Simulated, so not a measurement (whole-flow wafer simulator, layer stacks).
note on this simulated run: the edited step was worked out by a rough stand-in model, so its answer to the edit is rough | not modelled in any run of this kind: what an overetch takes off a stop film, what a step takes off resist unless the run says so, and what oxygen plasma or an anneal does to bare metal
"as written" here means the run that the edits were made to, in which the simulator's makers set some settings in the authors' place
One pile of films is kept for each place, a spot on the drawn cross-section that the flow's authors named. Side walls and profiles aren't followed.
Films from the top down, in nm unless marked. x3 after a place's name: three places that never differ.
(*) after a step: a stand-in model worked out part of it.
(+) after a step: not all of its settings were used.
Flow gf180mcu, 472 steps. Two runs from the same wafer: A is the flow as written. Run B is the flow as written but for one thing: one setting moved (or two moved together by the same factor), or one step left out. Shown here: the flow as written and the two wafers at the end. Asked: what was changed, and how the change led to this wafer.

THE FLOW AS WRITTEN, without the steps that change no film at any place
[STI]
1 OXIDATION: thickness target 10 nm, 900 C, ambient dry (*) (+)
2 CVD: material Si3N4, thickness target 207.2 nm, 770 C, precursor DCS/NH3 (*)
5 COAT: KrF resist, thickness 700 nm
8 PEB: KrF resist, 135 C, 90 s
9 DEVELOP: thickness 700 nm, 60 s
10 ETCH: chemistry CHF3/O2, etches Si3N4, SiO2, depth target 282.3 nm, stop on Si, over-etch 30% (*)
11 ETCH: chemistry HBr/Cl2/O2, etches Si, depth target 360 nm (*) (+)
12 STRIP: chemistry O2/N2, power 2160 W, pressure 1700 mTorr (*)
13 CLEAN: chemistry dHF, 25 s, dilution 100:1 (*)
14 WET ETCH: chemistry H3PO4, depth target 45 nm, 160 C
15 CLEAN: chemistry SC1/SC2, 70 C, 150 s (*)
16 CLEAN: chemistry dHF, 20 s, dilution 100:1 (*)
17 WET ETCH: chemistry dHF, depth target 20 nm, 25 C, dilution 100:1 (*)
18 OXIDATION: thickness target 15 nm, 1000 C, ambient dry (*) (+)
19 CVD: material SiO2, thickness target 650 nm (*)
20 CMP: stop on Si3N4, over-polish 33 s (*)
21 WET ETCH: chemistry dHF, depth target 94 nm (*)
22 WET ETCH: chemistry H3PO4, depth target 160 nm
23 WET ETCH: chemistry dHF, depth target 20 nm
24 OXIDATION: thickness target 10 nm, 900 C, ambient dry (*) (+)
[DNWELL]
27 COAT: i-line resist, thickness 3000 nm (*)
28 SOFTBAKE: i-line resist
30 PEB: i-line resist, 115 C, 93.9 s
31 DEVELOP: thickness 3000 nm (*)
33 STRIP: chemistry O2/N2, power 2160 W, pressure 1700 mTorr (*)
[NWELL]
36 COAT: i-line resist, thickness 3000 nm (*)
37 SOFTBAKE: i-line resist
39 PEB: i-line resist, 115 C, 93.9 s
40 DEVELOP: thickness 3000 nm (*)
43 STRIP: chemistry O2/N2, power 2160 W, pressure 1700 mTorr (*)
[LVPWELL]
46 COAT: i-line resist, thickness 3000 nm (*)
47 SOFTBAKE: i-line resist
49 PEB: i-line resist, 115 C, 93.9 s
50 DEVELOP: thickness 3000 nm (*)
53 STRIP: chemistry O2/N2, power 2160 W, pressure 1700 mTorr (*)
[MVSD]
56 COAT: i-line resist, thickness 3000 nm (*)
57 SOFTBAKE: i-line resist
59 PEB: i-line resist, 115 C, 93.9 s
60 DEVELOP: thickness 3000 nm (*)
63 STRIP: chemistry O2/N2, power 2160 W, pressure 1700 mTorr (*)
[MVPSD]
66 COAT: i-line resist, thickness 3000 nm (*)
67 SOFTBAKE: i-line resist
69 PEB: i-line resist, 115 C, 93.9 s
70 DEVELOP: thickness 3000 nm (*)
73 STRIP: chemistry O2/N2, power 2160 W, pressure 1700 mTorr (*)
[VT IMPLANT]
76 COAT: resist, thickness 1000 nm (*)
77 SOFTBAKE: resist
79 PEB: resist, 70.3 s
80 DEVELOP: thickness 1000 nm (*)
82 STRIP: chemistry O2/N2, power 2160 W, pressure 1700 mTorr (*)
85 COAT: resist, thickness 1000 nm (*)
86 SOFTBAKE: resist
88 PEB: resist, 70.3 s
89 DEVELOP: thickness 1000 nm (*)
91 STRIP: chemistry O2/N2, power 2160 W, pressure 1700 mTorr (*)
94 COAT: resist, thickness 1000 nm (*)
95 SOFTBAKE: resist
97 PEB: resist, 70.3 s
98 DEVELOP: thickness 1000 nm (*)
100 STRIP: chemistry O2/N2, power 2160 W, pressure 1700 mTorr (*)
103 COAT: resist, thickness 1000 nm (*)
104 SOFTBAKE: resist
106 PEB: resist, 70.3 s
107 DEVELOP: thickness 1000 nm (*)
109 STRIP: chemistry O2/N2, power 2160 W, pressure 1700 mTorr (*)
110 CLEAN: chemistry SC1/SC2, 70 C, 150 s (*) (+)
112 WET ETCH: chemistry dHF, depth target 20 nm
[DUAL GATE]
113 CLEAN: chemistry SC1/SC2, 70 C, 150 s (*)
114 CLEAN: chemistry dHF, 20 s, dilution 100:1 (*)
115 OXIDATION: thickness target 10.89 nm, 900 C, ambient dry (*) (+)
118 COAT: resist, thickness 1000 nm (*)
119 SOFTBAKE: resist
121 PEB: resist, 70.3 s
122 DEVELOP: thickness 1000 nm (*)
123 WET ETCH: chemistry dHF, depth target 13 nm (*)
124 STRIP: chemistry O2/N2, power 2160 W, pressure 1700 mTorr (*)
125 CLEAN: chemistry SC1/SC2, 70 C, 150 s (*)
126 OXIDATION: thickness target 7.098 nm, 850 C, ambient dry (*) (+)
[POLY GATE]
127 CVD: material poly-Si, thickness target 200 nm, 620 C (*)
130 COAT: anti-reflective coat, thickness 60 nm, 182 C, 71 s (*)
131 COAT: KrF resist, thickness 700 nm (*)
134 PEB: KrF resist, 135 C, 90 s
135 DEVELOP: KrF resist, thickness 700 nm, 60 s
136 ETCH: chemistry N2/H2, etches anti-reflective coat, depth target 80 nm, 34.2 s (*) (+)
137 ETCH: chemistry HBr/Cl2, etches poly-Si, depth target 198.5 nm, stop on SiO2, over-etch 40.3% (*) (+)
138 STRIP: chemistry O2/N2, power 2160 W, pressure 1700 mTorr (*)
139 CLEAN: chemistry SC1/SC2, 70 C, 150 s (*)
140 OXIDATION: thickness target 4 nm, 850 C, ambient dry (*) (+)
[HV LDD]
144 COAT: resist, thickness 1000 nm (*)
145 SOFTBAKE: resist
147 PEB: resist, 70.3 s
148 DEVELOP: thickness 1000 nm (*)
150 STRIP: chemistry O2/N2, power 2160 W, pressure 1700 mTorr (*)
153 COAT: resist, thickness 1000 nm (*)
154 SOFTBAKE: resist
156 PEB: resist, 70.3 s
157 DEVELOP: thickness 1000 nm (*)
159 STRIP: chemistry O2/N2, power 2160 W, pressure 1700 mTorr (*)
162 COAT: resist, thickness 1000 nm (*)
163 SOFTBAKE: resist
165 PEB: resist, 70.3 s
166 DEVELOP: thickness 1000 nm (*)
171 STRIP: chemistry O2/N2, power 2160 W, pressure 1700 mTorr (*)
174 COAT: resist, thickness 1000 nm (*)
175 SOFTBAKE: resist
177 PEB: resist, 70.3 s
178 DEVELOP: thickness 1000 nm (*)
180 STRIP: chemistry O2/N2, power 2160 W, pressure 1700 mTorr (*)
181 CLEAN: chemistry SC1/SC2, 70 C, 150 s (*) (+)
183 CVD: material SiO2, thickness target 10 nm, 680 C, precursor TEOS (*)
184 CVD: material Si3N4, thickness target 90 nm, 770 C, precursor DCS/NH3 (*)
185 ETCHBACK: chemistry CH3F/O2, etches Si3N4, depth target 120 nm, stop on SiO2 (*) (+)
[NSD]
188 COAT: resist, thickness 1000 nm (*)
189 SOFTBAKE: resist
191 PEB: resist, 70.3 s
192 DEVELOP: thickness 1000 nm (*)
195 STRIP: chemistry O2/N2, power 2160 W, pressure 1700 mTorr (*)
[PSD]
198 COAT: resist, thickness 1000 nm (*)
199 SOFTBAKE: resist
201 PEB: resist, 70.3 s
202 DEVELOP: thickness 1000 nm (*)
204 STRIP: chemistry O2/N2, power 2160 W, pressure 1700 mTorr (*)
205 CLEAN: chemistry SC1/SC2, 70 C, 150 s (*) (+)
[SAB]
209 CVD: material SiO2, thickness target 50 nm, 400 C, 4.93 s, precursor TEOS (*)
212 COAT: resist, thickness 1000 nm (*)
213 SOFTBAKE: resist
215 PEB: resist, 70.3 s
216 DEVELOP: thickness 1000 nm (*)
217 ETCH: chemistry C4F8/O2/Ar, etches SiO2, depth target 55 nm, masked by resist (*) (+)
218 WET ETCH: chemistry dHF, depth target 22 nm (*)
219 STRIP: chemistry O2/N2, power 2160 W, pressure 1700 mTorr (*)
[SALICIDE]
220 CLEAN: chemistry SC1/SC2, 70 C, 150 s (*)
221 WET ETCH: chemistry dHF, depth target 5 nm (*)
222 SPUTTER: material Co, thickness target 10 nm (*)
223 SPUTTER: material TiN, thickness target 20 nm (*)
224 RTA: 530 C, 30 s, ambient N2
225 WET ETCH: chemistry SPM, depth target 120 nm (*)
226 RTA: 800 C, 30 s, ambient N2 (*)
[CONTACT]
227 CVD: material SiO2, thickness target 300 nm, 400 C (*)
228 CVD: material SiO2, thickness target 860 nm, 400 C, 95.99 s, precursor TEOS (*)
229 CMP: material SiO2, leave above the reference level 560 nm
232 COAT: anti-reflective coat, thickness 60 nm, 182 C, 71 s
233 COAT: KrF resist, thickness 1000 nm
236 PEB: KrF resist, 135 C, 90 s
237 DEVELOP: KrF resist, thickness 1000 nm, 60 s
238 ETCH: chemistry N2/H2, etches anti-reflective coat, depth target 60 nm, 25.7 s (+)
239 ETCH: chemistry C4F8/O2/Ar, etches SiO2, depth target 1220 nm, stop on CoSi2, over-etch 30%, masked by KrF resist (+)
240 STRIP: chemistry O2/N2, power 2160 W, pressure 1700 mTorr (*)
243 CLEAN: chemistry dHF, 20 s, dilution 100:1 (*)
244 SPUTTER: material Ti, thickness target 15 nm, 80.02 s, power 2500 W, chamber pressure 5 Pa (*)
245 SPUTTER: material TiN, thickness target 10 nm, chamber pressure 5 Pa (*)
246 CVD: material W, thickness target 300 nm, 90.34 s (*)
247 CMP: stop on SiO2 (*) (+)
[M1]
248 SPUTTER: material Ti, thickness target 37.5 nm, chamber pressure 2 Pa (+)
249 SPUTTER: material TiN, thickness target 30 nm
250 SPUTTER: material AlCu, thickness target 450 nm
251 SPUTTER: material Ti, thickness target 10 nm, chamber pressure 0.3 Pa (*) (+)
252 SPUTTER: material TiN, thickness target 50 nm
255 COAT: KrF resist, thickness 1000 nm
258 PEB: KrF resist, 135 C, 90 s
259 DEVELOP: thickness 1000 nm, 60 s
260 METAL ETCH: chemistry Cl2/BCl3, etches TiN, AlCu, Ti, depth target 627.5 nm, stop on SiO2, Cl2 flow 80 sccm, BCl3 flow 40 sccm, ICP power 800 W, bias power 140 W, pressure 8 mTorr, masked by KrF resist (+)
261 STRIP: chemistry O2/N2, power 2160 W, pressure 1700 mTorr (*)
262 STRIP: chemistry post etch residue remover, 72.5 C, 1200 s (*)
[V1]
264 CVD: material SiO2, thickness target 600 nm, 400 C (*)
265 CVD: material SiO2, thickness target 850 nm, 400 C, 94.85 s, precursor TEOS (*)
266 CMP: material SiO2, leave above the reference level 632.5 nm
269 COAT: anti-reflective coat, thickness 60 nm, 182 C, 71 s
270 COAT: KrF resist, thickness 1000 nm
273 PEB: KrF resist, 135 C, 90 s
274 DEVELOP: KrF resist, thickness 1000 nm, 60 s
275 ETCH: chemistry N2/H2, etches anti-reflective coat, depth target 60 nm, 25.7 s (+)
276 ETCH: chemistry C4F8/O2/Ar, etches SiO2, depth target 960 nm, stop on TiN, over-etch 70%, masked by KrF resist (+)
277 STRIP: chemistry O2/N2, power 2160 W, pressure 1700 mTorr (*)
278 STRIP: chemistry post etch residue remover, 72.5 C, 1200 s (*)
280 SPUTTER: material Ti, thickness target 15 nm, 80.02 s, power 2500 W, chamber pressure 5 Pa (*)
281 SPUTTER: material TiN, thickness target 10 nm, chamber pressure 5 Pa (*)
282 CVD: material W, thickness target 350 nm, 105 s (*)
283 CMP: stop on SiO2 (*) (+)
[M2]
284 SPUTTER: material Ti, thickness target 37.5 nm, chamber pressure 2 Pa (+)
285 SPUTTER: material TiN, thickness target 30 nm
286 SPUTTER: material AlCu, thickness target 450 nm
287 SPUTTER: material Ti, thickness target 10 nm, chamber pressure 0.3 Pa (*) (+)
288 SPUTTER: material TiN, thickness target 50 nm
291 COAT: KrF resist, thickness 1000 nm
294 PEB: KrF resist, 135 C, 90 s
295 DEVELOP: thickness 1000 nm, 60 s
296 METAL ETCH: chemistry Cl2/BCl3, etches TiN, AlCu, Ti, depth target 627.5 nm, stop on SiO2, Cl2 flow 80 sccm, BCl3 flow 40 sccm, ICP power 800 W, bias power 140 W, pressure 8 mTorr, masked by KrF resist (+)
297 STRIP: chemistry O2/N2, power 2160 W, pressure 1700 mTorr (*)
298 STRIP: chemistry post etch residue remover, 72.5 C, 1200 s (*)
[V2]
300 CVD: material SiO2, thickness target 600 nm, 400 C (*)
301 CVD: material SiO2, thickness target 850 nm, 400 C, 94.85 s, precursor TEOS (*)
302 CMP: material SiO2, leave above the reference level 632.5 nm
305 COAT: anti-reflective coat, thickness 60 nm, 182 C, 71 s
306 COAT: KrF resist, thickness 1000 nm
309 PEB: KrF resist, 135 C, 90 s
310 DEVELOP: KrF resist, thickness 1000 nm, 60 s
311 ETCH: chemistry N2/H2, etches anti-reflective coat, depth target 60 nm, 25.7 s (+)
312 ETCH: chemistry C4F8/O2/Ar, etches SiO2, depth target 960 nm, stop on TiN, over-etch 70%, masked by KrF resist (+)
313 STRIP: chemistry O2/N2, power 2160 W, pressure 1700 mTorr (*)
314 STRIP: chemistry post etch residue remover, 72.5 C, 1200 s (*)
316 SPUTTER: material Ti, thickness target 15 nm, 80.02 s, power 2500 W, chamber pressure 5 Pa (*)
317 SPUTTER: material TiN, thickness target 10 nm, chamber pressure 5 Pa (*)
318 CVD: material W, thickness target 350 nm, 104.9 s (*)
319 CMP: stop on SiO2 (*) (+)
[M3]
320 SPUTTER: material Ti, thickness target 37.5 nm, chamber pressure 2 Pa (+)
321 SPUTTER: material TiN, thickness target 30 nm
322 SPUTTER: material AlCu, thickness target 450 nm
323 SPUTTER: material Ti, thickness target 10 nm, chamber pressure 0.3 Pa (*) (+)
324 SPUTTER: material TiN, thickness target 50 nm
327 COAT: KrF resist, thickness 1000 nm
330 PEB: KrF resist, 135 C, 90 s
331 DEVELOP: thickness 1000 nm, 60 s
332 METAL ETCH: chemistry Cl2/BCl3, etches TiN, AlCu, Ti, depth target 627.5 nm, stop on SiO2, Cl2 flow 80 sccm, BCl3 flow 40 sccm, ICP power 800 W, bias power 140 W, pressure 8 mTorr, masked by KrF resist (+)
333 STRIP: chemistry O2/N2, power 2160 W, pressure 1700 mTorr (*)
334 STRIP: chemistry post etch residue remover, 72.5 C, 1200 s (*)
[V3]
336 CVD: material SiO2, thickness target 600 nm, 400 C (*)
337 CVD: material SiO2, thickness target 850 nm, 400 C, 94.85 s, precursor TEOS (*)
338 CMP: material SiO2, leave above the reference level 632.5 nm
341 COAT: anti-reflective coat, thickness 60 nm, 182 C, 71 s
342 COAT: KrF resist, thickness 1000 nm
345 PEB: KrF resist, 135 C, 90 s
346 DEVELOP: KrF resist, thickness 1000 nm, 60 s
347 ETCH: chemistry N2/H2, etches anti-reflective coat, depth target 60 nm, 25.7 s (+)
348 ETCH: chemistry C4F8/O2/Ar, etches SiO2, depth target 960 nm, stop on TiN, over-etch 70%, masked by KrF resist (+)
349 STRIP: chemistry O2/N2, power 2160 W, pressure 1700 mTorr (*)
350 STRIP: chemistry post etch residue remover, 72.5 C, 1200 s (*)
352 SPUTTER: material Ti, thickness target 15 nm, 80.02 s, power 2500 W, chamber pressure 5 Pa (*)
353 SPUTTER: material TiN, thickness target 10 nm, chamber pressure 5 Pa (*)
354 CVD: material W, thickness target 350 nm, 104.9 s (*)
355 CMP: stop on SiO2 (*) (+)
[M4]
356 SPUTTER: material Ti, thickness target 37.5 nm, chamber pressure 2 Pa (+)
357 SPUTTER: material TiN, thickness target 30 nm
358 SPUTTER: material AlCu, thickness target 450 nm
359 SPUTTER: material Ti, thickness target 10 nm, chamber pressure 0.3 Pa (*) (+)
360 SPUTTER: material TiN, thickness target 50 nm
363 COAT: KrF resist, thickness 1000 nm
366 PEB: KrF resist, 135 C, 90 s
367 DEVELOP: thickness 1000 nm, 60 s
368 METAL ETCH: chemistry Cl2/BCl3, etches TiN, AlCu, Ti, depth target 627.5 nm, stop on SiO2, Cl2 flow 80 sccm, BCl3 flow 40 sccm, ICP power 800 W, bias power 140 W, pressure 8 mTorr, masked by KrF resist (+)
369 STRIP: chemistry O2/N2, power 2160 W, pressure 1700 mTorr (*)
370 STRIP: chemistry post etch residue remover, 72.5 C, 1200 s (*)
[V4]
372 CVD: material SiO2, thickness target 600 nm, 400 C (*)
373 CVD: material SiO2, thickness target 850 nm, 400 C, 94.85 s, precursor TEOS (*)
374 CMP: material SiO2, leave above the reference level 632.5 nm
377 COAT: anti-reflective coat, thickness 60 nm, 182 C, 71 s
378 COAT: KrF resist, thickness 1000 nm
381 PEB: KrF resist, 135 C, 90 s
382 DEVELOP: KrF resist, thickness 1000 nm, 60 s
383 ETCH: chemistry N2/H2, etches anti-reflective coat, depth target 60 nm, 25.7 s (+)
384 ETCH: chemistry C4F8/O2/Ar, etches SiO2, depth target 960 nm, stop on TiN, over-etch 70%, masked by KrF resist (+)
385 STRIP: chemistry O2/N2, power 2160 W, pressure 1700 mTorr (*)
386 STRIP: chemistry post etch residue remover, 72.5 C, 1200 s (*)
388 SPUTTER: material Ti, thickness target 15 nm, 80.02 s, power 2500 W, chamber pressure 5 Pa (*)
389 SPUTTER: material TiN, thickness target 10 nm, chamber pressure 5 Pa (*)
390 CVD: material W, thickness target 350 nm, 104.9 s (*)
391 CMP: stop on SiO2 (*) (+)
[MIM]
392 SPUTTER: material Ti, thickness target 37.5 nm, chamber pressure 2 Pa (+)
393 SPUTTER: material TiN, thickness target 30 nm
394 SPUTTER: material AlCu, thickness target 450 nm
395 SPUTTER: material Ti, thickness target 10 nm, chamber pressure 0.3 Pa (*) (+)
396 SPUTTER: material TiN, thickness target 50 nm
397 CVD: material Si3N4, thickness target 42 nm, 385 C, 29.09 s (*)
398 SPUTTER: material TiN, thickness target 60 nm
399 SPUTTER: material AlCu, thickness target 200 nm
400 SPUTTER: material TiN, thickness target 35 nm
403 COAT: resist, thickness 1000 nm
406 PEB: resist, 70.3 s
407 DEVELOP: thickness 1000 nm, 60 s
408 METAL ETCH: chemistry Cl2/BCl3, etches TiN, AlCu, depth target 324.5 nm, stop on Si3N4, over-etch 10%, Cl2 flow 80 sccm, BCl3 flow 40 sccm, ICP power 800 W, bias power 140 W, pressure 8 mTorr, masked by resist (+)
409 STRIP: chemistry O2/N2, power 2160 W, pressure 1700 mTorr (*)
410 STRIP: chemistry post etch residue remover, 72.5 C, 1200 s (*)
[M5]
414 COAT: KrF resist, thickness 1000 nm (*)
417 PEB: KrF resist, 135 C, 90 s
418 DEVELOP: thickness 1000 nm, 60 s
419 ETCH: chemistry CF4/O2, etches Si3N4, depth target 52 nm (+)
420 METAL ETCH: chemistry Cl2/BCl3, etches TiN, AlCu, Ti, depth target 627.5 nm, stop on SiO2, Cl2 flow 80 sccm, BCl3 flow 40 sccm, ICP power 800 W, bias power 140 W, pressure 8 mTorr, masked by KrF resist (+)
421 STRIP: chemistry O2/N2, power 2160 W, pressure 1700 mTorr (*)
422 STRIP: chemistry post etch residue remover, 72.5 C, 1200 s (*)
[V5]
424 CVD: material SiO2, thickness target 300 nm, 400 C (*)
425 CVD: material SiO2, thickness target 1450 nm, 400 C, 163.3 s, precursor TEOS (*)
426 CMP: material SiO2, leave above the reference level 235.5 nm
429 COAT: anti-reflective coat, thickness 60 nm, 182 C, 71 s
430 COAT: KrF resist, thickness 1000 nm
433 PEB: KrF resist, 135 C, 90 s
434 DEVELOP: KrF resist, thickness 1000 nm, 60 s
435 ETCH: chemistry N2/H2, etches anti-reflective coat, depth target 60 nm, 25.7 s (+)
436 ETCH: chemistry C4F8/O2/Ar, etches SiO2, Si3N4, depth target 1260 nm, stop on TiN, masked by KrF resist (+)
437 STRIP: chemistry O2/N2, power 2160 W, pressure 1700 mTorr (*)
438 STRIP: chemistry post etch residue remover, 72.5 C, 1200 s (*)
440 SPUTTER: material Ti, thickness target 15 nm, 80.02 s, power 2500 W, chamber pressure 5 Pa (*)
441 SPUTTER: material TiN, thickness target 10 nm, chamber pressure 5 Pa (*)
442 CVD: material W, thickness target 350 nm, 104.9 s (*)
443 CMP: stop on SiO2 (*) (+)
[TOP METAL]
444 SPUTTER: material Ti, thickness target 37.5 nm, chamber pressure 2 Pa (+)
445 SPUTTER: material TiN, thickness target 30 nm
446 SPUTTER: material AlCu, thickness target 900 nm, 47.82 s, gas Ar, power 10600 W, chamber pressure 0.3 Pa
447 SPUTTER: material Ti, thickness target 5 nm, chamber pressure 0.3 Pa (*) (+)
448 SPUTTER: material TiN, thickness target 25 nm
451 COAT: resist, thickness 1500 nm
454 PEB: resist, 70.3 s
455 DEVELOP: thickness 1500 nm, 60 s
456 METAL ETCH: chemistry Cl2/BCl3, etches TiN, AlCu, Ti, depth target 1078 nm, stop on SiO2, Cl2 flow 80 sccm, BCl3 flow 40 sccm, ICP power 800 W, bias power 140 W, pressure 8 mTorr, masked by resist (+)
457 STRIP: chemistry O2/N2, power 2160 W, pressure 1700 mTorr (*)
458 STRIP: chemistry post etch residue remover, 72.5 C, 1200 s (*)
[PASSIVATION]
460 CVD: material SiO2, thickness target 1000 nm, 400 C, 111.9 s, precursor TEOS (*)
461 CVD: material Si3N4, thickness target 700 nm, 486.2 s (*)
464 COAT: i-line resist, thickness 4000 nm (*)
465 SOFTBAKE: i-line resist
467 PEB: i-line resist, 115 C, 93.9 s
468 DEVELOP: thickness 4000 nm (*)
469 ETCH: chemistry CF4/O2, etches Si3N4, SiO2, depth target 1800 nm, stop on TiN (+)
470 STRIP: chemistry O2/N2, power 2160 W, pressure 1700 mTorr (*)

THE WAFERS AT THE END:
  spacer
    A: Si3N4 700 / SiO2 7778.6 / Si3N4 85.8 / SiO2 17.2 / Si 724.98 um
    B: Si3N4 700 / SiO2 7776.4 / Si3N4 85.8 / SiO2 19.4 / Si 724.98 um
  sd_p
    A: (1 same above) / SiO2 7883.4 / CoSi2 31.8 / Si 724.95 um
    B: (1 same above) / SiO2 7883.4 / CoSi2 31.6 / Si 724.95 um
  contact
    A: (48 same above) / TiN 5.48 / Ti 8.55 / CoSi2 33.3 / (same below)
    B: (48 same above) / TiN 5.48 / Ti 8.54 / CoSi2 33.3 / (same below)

The cause: step 183, CVD: thickness target 12.2 nm was run, where the flow has thickness target 10 nm.

How the change led to this, step by step:
  183 CVD: material SiO2, thickness target 10 nm, 680 C, precursor TEOS (*)
      field, field__w1, field__w2 and 99 more: A SiO2 +10 | B SiO2 +12.2
      ld_drift_p: A SiO2 +9.87 | B SiO2 +12
      (and at 1 more place)
  189 SOFTBAKE: resist
      field__w9: A resist +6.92 | B resist -3.07
      nw_enc_fld_lv__w3: A resist +2.11 | B resist -1.6
      (and at 1 more place)
  199 SOFTBAKE: resist
      field__w9: A resist +6.92 | B resist -3.07
      nw_enc_fld_lv__w3: A resist +2.11 | B resist -1.6
      (and at 1 more place)
  218 WET ETCH: chemistry dHF, depth target 22 nm (*)
      gate, gate_hv, gate_p and 23 more: A SiO2 -5.48 (all of it) | B SiO2 -7.68 (all of it)
      active, p_well, sd_n, iso_ptap_pw, iso_ntap_nw, iso_ptap_sub, vpnp_e: A SiO2 -9.01 (all of it) | B SiO2 -11.2 (all of it)
      (and at 16 more places)
